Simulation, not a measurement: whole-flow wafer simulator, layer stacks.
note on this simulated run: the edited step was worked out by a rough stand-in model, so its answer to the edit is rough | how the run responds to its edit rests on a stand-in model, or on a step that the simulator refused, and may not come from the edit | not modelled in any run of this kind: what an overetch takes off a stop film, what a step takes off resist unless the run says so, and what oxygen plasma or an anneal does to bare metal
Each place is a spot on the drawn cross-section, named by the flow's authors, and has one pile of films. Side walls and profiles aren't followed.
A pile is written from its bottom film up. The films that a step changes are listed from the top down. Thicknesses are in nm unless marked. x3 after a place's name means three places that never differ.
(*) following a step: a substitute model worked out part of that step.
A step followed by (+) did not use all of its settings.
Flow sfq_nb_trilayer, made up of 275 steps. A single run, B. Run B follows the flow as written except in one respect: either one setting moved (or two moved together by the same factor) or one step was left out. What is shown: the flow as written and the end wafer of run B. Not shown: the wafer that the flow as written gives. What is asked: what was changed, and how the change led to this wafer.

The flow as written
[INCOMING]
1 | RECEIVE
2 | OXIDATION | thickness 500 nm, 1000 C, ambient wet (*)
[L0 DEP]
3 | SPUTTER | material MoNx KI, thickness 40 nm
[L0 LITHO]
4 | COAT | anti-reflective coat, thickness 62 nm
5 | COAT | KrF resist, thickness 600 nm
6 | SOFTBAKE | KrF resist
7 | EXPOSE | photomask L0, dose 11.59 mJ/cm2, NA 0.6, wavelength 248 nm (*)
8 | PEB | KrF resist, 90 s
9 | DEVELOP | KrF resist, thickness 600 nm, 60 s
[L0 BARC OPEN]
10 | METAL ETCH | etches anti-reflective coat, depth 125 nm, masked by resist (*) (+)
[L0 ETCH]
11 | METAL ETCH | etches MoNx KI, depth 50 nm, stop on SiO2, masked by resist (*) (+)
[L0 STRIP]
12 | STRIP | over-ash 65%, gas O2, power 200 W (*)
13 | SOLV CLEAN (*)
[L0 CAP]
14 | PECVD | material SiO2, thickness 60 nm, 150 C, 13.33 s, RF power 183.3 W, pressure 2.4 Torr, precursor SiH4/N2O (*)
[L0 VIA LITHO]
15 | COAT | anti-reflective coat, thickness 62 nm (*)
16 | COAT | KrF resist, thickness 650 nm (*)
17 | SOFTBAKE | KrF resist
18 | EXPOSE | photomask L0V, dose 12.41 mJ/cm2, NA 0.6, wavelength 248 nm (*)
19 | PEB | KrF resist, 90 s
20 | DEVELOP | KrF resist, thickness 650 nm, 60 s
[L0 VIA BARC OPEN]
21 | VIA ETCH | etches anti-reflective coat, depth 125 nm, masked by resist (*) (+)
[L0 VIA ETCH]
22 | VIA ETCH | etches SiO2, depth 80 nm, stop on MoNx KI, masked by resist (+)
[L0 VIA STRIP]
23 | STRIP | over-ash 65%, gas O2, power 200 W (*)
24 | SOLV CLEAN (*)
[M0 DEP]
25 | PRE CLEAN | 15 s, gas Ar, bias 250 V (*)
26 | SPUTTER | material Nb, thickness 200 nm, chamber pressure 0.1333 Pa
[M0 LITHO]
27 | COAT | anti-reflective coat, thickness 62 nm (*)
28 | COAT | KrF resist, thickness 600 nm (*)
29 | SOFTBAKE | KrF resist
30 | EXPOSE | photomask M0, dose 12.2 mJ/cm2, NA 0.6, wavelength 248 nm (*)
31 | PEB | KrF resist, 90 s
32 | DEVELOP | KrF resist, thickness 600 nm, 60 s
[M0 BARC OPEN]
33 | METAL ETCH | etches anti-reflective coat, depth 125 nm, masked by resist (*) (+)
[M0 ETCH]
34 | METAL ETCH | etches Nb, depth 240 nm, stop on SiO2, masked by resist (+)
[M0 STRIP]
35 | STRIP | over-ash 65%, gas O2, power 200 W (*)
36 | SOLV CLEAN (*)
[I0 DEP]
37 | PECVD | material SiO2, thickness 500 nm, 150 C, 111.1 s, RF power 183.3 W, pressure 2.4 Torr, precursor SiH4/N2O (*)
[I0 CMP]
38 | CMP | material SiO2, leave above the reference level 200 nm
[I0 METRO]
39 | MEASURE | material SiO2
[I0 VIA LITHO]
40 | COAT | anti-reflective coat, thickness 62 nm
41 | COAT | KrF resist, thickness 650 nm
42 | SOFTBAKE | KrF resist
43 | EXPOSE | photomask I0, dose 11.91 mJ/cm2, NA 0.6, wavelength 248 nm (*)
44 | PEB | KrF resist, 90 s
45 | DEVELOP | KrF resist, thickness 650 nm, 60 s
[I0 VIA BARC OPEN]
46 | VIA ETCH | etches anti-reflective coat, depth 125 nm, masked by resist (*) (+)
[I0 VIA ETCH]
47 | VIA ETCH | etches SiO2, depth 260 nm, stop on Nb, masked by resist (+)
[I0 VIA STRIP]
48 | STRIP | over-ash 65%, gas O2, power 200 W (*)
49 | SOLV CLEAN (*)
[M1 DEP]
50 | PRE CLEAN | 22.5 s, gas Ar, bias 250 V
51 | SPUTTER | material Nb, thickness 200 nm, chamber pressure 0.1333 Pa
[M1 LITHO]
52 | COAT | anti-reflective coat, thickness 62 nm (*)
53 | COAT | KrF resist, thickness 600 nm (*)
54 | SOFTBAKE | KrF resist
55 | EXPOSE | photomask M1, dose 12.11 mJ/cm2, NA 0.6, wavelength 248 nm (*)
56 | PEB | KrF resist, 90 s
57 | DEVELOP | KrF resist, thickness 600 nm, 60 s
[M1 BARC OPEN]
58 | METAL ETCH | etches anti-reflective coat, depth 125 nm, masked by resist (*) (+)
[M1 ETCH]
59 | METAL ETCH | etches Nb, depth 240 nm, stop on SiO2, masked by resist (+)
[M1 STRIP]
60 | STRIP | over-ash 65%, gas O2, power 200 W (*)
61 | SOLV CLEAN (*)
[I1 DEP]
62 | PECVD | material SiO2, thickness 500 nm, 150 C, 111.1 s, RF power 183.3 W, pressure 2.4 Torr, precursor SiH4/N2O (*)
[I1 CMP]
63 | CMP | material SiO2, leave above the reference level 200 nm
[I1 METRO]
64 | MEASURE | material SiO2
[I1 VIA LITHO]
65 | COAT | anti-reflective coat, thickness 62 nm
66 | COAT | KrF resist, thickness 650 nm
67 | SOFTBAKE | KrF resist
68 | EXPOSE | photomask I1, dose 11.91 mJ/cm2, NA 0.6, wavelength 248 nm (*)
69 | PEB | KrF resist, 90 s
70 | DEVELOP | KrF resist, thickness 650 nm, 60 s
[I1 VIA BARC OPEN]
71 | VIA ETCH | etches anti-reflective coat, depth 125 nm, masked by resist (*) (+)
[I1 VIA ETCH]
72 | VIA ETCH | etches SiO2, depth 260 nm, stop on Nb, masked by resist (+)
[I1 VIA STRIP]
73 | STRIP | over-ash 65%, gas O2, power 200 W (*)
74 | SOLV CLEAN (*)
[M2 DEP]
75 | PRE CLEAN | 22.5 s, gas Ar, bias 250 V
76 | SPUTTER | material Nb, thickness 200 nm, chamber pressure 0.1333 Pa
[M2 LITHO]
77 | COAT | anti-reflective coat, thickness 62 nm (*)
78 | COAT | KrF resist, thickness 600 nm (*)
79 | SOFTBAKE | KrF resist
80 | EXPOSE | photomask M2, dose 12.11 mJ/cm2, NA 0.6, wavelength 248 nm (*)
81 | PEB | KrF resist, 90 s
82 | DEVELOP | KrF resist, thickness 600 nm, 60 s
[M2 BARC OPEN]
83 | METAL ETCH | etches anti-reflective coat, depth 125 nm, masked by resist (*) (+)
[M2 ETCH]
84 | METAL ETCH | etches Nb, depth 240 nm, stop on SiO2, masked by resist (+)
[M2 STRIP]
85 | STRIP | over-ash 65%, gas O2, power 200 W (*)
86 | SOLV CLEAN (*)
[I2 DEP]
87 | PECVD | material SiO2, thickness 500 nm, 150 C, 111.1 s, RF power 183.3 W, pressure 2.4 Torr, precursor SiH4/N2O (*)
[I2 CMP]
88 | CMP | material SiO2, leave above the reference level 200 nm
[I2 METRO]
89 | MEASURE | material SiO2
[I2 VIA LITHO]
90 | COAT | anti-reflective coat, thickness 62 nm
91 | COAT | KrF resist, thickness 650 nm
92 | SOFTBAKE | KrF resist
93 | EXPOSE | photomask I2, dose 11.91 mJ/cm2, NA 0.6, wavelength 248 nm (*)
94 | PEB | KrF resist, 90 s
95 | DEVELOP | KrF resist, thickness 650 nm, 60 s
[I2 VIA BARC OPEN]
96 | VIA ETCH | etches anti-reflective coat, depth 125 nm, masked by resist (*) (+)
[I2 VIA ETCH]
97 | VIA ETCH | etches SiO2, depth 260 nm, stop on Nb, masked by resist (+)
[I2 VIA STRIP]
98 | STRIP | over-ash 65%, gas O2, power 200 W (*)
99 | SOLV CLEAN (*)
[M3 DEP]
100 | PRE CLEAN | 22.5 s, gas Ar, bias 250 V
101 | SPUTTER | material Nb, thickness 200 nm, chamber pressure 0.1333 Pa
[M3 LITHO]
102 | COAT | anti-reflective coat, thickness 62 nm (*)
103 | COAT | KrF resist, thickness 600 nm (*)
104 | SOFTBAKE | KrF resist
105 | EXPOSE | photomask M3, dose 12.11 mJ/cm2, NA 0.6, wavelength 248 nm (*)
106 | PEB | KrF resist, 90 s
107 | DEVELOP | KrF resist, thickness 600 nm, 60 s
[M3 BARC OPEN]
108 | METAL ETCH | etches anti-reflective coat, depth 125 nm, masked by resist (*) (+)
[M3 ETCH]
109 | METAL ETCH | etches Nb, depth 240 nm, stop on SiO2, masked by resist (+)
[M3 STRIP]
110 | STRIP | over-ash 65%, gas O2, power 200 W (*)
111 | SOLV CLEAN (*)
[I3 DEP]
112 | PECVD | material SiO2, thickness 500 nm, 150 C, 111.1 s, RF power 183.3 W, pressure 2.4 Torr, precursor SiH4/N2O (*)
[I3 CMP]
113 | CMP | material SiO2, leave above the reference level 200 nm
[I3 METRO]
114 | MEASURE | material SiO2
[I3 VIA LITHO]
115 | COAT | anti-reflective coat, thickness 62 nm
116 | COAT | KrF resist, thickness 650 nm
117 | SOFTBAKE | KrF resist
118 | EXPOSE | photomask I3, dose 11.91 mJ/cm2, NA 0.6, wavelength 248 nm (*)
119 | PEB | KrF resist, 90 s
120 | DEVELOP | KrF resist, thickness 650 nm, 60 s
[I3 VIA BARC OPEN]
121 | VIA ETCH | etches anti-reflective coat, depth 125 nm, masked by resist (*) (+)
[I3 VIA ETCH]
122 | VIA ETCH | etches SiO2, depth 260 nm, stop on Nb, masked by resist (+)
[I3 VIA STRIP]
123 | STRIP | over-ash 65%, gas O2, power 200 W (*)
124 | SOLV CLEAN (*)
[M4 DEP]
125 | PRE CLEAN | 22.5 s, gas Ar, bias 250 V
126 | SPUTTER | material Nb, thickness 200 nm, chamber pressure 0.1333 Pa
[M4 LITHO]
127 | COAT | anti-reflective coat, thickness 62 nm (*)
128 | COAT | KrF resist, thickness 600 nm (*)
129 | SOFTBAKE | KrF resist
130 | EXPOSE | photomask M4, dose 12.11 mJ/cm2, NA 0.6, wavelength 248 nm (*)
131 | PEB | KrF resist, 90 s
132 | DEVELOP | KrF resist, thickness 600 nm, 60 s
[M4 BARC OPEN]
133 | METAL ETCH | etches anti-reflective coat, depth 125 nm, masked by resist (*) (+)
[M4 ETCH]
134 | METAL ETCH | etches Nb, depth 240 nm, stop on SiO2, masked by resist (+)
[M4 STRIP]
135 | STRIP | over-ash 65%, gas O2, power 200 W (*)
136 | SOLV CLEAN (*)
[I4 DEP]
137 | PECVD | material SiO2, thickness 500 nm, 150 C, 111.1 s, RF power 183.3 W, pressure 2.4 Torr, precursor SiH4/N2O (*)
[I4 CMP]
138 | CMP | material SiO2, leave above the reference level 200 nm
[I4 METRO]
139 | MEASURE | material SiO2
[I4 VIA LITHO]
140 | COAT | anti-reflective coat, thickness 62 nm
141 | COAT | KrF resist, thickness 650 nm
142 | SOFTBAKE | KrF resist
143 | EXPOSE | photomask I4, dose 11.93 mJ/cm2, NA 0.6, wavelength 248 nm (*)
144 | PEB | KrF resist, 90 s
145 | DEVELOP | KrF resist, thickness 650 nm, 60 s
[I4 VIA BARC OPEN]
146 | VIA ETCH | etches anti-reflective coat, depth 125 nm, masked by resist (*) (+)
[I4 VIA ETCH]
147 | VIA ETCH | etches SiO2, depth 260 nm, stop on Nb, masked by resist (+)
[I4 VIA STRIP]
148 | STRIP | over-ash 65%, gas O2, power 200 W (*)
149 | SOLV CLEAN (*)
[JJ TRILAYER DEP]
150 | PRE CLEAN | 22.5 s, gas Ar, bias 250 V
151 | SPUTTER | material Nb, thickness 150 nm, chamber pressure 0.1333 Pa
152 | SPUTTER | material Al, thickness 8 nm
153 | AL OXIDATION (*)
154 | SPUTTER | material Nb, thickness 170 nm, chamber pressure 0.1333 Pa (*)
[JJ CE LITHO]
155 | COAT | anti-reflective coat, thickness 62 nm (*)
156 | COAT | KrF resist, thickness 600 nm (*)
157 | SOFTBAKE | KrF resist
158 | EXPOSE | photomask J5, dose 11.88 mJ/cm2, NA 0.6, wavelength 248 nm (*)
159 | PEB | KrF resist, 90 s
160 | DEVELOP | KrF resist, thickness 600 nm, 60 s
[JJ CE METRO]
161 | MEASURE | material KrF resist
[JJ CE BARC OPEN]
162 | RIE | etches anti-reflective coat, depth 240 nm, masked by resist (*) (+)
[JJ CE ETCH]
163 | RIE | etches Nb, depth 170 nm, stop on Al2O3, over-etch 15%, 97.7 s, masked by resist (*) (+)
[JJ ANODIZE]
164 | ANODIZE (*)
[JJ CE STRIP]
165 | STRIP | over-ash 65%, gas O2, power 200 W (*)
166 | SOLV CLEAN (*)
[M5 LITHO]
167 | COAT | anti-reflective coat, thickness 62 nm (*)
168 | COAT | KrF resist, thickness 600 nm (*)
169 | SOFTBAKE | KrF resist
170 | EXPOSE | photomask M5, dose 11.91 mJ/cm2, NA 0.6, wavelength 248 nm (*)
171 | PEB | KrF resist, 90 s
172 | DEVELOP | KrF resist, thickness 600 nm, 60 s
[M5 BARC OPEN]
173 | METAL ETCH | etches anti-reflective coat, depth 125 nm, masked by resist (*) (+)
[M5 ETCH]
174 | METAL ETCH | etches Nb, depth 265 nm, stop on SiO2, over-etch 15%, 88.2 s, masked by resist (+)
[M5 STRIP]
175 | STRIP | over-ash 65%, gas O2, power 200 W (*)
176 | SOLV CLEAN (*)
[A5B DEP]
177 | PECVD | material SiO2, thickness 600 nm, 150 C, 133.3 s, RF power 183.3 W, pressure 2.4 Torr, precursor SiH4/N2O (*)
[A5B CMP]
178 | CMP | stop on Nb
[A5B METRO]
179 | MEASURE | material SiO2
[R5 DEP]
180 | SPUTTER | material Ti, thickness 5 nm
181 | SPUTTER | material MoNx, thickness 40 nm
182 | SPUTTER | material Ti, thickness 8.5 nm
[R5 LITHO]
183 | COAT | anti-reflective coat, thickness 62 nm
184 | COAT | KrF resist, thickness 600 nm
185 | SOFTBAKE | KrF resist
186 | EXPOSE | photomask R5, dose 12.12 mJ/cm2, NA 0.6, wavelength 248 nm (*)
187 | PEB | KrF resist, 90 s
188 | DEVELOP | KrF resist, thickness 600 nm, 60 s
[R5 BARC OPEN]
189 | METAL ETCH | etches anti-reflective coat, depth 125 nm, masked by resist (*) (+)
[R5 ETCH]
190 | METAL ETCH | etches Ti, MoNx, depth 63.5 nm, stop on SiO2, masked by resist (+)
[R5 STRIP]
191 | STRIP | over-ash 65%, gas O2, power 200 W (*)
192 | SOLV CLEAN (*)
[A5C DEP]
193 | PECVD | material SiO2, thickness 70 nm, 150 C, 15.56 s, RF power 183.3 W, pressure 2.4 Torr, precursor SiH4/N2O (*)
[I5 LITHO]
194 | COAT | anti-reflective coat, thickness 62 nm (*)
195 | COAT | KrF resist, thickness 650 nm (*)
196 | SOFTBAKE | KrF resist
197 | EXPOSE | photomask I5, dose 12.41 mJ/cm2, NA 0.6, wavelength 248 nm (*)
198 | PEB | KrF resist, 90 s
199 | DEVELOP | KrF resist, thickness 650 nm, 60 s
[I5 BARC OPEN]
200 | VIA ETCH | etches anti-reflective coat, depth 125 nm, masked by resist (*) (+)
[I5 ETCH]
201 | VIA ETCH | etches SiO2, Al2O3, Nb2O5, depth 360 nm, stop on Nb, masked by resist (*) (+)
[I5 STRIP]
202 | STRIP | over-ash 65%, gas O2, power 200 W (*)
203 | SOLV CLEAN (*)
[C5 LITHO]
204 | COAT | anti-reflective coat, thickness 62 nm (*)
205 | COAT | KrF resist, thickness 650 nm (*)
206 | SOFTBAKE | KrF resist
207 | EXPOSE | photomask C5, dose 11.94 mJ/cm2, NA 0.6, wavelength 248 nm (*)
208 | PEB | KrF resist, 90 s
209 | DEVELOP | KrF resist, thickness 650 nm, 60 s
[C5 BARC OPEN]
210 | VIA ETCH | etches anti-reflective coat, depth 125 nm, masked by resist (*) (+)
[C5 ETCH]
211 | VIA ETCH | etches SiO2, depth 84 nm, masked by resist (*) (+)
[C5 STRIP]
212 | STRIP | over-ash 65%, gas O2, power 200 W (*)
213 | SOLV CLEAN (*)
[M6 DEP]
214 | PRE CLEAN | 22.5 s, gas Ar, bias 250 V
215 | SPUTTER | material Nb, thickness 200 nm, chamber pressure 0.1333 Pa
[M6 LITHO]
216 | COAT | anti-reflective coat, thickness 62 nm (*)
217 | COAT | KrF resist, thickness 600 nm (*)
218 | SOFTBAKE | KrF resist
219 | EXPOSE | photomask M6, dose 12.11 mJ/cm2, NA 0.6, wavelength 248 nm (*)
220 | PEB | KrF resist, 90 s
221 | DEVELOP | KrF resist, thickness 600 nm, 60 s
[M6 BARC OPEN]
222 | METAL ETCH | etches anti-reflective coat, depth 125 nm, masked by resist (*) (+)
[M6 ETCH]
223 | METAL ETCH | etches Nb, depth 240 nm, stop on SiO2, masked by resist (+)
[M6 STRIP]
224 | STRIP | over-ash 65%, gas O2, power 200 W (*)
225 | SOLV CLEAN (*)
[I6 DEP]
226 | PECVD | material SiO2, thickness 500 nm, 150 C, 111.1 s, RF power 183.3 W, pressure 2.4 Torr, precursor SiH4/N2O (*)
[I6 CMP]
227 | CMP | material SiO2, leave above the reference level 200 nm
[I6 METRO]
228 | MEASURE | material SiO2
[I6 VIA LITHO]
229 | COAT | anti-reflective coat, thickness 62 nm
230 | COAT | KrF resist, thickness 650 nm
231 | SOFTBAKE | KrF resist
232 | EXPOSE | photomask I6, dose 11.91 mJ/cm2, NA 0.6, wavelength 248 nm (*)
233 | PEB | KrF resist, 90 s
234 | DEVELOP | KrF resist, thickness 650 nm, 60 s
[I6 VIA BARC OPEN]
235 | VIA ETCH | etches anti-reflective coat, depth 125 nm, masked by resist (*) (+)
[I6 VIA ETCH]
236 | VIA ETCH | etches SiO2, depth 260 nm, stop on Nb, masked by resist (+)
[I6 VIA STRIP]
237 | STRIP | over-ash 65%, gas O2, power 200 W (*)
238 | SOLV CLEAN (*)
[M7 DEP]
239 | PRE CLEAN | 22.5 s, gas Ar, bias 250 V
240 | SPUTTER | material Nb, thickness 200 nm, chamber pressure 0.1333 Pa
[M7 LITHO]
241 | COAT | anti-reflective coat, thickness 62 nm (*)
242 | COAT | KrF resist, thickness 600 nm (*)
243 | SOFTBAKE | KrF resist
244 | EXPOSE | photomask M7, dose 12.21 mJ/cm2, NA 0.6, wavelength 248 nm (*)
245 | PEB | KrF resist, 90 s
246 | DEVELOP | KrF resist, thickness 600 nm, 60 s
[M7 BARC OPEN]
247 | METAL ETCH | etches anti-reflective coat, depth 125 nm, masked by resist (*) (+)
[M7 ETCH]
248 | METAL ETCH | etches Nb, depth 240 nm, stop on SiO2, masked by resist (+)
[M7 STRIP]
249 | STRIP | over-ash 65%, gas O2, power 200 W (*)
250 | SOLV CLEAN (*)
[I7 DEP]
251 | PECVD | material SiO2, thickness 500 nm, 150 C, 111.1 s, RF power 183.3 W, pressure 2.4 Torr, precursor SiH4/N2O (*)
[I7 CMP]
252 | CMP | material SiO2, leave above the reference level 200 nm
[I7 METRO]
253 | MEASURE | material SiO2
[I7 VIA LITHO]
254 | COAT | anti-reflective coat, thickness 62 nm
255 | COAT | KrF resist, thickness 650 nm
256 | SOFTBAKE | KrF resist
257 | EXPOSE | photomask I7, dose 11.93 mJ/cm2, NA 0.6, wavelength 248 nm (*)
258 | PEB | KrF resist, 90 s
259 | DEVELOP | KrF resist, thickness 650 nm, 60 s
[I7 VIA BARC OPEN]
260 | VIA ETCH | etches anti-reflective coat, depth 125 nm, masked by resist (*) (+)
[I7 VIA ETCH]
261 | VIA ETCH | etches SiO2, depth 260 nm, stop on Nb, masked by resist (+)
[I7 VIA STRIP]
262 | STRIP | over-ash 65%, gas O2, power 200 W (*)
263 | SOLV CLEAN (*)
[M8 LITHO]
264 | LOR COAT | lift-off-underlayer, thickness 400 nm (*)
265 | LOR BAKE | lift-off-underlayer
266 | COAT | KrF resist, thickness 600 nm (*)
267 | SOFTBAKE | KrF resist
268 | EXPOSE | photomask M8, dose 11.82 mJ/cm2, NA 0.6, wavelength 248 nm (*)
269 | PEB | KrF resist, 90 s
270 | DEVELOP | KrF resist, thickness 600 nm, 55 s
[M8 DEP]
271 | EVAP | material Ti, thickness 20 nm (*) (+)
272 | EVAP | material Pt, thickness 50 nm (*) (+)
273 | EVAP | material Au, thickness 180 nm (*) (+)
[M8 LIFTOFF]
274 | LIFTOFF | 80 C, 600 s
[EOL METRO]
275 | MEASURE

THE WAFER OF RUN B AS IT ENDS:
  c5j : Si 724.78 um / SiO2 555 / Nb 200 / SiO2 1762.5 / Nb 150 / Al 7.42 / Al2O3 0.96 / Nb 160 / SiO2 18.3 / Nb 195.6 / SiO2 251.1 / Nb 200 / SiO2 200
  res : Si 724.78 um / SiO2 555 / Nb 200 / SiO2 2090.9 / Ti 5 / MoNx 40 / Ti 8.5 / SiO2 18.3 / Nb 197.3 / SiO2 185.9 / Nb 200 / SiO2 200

The reason: step 211, VIA ETCH: depth 44.1 nm was run, while the flow as written has depth 84 nm.

How this came from the change, step by step:
  211 | VIA ETCH | etches SiO2, depth 84 nm, masked by resist (*) (+)
      c5j: SiO2 loses 44.1 (as written it would have been: SiO2 loses 69.9 (all of it), Nb loses 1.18)
      res: SiO2 loses 44.1 (as written it would have been: SiO2 loses 69.9 (all of it))
      (as well as at 104 more places)
  214 | PRE CLEAN | 22.5 s, gas Ar, bias 250 V
      c5j: SiO2 loses 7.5 (as written it would have been: Nb loses 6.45)
      res: SiO2 loses 7.5 (as written it would have been: Ti loses 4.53)
  215 | SPUTTER | material Nb, thickness 200 nm, chamber pressure 0.1333 Pa
      c5j: Nb gains 195.6 (new film) (as written it would have been: Nb gains 188.4)
      res: Nb gains 197.3 (new film) (as written it would have been: Nb gains 192.9 (new film))
  216 | COAT | anti-reflective coat, thickness 62 nm (*)
      ce_l: anti-reflective coat gains 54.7 (new film) (as written it would have been: anti-reflective coat gains 48 (new film))
      c5j: anti-reflective coat gains 92.4 (new film) (as written it would have been: anti-reflective coat gains 110.7 (new film))
      (as well as at 4 more places)
  224 | STRIP | over-ash 65%, gas O2, power 200 W (*)
      ce_l: KrF resist loses 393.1 (all of it), anti-reflective coat loses 54.7 (all of it) (as written it would have been: KrF resist loses 397.1 (all of it), anti-reflective coat loses 48 (all of it))
      c5j: KrF resist loses 406.7 (all of it), anti-reflective coat loses 92.4 (all of it) (as written it would have been: KrF resist loses 418.3 (all of it), anti-reflective coat loses 110.7 (all of it))
      (as well as at 4 more places)
  226 | PECVD | material SiO2, thickness 500 nm, 150 C, 111.1 s, RF power 183.3 W, pressure 2.4 Torr, precursor SiH4/N2O (*)
      c5j: SiO2 gains 500 (new film) (as written it would have been: SiO2 gains 514.7 (new film))
  227 | CMP | material SiO2, leave above the reference level 200 nm
      c5j: SiO2 loses 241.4 (as written it would have been: SiO2 loses 223)
      res: SiO2 loses 306.6 (as written it would have been: SiO2 loses 279.4)
Taking metal films that touch as one body, c5j has 5 bodies (between them, from the top down: SiO2 251.1; SiO2 18.3; Al2O3 0.96; SiO2 1762.5); the flow as written gives 4 bodies (between them, from the top down: SiO2 284.2; Al2O3 0.96; SiO2 1762.5).
Taking metal films that touch as one body, res has 4 bodies (between them, from the top down: SiO2 185.9; SiO2 18.3; SiO2 2090.9); the flow as written gives 3 bodies (between them, from the top down: SiO2 213.1; SiO2 2090.9).
